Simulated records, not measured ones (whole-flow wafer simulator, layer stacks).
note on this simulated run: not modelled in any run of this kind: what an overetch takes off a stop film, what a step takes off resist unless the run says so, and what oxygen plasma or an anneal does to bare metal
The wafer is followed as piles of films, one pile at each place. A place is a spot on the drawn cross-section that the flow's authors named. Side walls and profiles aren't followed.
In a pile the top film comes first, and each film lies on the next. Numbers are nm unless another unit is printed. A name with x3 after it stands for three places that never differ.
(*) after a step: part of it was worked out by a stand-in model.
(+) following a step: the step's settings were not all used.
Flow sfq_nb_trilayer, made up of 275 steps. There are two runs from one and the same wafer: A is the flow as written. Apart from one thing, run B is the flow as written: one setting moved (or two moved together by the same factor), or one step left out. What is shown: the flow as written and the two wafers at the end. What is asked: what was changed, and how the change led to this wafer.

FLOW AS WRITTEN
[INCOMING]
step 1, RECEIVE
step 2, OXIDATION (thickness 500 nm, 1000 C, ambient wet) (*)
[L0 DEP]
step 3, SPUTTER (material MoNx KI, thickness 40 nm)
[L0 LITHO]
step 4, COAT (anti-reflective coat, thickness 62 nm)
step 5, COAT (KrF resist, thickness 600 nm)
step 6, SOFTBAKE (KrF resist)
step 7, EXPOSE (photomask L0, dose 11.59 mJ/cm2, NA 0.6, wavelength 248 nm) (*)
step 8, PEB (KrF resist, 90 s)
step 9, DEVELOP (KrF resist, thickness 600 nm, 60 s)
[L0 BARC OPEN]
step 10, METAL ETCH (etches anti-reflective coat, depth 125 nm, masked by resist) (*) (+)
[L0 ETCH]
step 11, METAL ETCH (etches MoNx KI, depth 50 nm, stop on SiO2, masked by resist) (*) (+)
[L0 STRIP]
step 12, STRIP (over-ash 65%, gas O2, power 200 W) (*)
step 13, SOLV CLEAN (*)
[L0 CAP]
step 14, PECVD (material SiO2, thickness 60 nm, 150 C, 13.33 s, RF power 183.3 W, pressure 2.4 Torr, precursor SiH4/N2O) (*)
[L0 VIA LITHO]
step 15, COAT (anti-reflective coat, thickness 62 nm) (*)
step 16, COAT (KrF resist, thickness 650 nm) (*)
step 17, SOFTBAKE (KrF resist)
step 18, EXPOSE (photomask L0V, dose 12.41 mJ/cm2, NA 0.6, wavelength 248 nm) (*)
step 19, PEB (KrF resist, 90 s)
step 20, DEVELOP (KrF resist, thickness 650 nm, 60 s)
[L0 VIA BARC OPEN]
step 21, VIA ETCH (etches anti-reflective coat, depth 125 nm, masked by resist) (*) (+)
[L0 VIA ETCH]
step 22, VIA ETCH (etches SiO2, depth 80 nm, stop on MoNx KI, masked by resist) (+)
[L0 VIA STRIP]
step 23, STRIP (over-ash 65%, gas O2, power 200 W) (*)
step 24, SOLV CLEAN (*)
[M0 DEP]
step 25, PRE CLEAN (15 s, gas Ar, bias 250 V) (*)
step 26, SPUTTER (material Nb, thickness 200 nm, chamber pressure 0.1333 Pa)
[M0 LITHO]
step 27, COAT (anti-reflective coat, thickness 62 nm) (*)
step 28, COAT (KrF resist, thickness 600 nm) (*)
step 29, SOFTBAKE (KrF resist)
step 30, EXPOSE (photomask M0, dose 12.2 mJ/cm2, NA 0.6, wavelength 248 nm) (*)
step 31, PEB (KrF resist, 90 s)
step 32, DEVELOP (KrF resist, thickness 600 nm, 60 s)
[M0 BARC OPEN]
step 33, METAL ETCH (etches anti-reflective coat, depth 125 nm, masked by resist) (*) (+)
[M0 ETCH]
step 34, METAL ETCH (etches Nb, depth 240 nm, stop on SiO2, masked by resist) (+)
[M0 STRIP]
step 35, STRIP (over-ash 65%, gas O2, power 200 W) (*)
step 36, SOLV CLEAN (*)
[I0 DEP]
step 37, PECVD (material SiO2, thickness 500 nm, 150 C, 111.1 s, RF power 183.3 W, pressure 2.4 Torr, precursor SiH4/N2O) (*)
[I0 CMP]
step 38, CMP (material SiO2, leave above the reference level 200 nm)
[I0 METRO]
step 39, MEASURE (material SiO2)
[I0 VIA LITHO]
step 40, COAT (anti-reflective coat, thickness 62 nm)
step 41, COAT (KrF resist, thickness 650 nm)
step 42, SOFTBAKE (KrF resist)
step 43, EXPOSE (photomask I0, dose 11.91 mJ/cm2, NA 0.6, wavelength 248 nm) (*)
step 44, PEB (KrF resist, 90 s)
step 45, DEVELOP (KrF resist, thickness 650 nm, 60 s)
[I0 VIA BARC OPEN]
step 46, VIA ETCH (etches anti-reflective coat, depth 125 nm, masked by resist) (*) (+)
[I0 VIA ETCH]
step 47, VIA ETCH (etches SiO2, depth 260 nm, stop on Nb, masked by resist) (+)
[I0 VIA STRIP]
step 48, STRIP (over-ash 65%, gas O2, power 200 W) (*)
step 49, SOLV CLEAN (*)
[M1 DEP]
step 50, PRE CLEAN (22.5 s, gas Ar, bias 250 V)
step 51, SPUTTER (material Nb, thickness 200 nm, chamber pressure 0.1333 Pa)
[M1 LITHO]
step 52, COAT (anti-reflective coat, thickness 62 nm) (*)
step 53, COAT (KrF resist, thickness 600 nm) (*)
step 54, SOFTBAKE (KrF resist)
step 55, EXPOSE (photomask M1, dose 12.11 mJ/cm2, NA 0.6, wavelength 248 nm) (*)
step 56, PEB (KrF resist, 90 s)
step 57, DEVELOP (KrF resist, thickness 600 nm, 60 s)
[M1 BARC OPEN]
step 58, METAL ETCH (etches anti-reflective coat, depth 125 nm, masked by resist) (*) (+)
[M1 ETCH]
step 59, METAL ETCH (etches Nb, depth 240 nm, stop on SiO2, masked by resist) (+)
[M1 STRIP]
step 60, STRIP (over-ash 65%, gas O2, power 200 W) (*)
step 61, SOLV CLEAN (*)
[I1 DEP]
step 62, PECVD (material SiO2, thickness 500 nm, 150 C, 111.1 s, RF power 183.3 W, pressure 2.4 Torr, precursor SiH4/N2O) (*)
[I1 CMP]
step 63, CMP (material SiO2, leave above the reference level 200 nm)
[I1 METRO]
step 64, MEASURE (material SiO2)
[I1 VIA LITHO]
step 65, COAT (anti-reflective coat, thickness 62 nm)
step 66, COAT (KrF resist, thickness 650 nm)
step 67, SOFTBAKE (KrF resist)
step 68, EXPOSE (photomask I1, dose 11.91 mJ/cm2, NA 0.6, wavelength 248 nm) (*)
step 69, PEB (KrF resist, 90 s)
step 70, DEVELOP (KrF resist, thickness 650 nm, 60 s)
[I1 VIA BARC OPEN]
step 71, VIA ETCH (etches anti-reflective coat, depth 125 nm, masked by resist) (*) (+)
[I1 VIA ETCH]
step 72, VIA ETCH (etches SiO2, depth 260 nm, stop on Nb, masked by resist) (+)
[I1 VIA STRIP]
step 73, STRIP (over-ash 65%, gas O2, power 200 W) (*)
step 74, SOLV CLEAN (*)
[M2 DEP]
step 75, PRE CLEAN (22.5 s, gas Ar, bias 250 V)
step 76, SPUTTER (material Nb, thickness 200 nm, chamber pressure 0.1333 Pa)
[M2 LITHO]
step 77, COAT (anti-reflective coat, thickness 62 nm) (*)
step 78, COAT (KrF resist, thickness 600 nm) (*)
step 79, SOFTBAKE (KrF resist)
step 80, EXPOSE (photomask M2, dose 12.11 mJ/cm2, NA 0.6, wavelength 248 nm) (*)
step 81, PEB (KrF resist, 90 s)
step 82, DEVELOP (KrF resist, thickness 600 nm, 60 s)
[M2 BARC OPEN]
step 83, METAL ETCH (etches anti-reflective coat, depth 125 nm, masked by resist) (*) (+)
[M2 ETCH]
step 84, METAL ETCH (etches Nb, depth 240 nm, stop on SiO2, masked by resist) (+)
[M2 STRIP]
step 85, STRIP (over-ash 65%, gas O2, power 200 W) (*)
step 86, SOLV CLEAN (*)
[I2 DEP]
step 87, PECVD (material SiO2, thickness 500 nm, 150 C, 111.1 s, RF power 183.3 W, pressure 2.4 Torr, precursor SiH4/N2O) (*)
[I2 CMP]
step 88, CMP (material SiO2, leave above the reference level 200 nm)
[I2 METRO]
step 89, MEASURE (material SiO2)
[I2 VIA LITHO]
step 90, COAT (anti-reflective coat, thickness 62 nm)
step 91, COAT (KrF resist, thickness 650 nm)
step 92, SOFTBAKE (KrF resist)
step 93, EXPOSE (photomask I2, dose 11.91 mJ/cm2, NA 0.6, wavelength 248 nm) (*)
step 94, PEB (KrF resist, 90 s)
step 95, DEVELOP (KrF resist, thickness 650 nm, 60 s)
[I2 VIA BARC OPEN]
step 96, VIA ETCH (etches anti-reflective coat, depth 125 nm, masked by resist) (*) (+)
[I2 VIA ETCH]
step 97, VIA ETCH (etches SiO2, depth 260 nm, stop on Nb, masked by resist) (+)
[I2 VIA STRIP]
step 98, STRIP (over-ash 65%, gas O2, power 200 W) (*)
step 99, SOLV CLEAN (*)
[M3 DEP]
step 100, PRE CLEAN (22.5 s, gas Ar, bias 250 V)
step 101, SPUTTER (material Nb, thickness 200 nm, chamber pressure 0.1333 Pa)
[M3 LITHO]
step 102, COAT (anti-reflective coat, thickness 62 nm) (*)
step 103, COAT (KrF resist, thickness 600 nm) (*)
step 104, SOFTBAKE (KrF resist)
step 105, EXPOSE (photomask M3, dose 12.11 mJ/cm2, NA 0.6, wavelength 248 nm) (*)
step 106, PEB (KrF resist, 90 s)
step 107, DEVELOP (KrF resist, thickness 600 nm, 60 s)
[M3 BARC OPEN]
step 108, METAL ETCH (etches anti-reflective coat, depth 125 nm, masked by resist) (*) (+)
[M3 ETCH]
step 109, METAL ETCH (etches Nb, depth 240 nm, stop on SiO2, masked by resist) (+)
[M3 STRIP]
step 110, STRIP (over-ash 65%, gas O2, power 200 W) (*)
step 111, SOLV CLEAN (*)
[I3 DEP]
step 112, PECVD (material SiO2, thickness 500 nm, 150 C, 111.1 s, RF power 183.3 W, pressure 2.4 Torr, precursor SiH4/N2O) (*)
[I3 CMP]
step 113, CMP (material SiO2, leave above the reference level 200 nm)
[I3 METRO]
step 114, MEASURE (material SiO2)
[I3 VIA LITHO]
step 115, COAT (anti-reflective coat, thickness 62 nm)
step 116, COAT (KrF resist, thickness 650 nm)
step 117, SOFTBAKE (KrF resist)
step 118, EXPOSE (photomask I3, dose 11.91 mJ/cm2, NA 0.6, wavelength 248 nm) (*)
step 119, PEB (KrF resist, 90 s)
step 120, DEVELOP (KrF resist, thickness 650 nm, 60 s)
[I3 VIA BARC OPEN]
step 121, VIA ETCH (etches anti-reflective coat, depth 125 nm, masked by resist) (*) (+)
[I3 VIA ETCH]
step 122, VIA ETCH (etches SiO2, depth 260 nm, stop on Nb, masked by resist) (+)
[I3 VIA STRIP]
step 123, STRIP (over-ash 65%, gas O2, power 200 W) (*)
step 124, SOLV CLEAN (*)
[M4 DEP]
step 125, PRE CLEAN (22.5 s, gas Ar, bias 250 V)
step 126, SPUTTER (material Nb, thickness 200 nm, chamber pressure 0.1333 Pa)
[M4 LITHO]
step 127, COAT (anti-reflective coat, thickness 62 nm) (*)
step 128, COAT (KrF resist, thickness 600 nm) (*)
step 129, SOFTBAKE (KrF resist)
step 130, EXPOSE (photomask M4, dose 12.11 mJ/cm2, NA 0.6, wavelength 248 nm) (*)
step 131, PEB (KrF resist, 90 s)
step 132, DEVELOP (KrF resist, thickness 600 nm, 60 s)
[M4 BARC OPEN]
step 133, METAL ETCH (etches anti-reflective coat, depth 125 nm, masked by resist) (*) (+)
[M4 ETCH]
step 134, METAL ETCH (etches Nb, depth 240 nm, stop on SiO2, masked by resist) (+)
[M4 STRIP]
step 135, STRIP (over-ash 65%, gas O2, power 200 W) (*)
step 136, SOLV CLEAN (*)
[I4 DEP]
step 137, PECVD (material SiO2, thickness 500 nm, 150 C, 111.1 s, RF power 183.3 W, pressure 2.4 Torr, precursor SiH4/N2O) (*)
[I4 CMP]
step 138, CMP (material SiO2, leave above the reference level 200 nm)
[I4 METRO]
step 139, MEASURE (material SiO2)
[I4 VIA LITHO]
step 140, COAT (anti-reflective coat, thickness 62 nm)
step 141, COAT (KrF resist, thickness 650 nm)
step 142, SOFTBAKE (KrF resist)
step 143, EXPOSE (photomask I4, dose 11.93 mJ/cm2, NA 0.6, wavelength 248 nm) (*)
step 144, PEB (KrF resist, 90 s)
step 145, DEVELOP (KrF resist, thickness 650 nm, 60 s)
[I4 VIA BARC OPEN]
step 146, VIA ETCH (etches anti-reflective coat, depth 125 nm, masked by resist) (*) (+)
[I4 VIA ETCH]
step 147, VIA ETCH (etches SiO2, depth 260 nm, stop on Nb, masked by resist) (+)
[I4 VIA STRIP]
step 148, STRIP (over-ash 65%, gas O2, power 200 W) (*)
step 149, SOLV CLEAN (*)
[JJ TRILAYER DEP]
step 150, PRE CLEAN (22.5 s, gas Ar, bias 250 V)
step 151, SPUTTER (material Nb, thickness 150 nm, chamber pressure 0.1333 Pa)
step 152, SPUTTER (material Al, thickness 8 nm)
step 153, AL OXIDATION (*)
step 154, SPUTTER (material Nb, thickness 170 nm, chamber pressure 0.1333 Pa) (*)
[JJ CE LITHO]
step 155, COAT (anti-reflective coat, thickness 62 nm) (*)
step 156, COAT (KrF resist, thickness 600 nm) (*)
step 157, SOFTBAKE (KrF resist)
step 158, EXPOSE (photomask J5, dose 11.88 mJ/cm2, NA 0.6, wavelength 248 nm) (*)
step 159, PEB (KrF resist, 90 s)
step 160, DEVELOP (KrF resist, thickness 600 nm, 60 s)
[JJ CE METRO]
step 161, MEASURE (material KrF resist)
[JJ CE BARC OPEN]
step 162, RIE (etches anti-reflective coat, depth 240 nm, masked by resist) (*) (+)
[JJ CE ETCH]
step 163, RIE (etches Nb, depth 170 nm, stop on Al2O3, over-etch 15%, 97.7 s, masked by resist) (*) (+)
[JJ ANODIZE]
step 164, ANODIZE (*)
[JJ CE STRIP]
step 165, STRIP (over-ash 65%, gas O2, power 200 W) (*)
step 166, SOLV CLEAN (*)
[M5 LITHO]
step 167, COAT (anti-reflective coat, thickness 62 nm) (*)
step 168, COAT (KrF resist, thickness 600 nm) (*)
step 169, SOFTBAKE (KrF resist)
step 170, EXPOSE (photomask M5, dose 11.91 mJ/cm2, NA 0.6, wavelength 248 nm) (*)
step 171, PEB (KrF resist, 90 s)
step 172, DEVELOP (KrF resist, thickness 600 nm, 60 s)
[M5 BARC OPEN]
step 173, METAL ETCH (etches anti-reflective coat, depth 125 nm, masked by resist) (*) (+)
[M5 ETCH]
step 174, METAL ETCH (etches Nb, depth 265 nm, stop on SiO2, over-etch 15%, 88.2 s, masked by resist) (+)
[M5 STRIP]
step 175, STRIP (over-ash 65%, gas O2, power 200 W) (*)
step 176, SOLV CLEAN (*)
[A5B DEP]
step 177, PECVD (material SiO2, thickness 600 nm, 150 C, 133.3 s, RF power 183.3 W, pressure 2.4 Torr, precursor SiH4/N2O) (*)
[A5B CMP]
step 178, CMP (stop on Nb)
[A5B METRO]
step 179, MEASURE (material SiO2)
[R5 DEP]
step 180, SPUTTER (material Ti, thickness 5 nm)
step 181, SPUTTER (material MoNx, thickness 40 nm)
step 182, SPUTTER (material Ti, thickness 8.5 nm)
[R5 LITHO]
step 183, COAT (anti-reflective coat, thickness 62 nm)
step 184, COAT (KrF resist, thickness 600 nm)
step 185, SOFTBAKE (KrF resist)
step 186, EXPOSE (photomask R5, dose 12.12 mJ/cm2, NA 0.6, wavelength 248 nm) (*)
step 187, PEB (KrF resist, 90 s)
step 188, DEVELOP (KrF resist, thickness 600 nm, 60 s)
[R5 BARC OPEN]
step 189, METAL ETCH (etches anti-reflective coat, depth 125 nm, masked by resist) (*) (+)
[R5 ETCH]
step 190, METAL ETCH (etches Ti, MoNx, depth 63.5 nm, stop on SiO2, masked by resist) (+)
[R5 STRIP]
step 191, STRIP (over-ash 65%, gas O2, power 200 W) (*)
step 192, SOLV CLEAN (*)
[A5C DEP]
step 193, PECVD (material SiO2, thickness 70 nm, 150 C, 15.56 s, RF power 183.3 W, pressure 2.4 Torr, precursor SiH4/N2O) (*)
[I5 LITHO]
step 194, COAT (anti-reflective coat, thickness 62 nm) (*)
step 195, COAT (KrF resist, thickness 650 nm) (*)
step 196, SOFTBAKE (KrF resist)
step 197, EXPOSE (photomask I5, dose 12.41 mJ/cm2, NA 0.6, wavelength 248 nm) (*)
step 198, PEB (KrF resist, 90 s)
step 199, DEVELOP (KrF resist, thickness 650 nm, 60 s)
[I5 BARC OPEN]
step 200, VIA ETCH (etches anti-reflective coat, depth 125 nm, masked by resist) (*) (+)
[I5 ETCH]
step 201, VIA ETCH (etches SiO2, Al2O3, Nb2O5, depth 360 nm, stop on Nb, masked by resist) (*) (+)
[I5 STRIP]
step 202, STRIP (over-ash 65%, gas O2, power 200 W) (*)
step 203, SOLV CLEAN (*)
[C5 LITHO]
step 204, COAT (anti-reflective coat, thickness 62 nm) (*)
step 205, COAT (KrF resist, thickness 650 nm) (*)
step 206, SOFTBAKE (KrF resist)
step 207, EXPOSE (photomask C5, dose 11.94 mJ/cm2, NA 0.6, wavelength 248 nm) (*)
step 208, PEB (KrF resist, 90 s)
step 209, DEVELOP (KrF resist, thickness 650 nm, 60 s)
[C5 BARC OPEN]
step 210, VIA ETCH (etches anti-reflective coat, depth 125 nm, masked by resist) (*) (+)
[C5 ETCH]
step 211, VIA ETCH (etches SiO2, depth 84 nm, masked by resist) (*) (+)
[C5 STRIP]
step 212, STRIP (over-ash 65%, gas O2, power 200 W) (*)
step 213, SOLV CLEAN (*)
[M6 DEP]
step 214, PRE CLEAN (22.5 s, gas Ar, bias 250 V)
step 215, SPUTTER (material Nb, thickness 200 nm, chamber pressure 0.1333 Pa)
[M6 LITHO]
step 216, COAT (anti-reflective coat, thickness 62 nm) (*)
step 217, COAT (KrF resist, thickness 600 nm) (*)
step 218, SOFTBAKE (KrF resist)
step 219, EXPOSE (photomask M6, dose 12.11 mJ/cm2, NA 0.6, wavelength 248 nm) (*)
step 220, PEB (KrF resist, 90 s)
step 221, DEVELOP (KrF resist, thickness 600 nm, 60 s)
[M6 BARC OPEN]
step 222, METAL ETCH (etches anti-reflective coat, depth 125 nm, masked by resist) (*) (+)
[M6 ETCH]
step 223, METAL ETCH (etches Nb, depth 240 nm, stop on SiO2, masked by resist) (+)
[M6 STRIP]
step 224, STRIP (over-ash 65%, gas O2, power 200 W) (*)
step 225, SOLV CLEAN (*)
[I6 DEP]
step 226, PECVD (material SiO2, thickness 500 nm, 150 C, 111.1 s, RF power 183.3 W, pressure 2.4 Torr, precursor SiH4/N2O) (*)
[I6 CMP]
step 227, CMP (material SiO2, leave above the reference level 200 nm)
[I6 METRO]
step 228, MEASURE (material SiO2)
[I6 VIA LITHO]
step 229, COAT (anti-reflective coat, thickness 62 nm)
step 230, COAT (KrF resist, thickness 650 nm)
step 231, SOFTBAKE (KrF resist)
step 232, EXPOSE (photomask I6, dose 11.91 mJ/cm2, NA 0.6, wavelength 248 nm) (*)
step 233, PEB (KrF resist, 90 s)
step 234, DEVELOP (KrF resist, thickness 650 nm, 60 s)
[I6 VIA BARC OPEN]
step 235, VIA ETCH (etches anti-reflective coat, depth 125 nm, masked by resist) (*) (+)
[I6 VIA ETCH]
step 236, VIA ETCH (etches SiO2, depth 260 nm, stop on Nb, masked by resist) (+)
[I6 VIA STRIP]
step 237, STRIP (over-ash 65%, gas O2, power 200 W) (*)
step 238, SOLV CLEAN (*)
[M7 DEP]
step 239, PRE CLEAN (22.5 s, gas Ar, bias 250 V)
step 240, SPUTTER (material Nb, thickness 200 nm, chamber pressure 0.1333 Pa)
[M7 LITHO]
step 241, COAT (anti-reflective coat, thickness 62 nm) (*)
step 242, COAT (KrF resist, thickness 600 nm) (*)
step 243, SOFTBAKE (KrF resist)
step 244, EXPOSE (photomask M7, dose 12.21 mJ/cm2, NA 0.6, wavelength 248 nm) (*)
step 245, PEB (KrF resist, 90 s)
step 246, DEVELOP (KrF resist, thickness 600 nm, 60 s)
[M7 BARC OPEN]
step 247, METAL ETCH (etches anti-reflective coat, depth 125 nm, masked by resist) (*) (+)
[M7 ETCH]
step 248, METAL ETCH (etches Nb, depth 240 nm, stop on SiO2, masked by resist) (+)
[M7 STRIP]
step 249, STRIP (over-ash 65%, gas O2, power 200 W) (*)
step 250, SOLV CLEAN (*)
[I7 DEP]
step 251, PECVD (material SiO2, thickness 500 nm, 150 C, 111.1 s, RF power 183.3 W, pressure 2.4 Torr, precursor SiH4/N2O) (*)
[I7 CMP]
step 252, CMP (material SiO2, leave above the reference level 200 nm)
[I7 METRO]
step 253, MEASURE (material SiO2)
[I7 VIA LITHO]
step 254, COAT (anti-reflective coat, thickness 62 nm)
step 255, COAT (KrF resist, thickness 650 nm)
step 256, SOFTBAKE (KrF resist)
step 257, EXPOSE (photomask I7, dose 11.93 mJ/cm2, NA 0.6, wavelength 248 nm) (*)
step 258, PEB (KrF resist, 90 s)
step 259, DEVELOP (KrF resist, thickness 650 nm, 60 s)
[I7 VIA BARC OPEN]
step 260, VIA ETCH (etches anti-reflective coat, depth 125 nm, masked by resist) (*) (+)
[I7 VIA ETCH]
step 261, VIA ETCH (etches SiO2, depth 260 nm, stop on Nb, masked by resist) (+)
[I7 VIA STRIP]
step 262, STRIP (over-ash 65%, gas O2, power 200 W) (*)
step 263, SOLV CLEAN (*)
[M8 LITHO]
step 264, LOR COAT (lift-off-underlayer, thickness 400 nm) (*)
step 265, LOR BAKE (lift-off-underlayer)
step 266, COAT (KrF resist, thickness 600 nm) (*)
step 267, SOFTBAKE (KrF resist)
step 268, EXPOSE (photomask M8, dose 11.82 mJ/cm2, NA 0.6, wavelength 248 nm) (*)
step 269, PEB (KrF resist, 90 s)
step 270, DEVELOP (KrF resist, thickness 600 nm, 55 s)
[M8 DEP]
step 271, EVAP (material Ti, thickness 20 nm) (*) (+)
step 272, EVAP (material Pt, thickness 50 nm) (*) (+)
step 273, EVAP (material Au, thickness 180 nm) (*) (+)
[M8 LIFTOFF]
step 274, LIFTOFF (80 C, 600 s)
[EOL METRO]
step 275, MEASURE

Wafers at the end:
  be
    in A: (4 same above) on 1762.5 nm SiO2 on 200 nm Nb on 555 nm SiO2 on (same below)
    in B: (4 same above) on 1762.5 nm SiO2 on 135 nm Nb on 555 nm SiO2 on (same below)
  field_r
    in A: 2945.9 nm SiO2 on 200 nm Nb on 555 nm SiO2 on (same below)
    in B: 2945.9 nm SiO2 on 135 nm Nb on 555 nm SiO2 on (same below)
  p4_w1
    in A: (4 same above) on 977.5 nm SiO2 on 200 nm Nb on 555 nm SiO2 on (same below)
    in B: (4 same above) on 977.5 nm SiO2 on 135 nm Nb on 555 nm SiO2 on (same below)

What caused this: step 26, SPUTTER: thickness 135 nm was run, though the flow has thickness 200 nm.
One can read it off the wafer: be has Nb 135, and step 26 as written asks for 200 nm.

The path from the change to this, step by step:
  step 26, SPUTTER (material Nb, thickness 200 nm, chamber pressure 0.1333 Pa)
      field_l, via_wl, via_w and 100 more: A +200 Nb (new film) | B +135 Nb (new film)
      v_sur: A +200 Nb (new film) | B +132.1 Nb (new film)
      (as well as at 2 more places)
  step 27, COAT (anti-reflective coat, thickness 62 nm) (*)
      v_sur: A +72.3 anti-reflective coat (new film) | B +73.8 anti-reflective coat (new film)
  step 34, METAL ETCH (etches Nb, depth 240 nm, stop on SiO2, masked by resist) (+)
      field_l, v_sur, via_wl and 100 more: A -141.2 KrF resist | B -119.1 KrF resist
      moat, m0r_space_l x2: A -200 Nb (all of it) | B -135 Nb (all of it)
  step 35, STRIP (over-ash 65%, gas O2, power 200 W) (*)
      p4_fl, p4_fm, p4_w1 and 68 more: A -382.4 KrF resist (all of it), -62 anti-reflective coat (all of it) | B -404.4 KrF resist (all of it), -62 anti-reflective coat (all of it)
      c5j, ce_r, sp_r, be_r, r_sur, res: A -389 KrF resist (all of it), -63.6 anti-reflective coat (all of it) | B -411 KrF resist (all of it), -63.6 anti-reflective coat (all of it)
      (as well as at 26 more places)
  step 37, PECVD (material SiO2, thickness 500 nm, 150 C, 111.1 s, RF power 183.3 W, pressure 2.4 Torr, precursor SiH4/N2O) (*)
      moat, m0r_space_l x2: A +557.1 SiO2 | B +500 SiO2
  step 38, CMP (material SiO2, leave above the reference level 200 nm)
      moat, m0r_space_l x2: A -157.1 SiO2 | B -165 SiO2
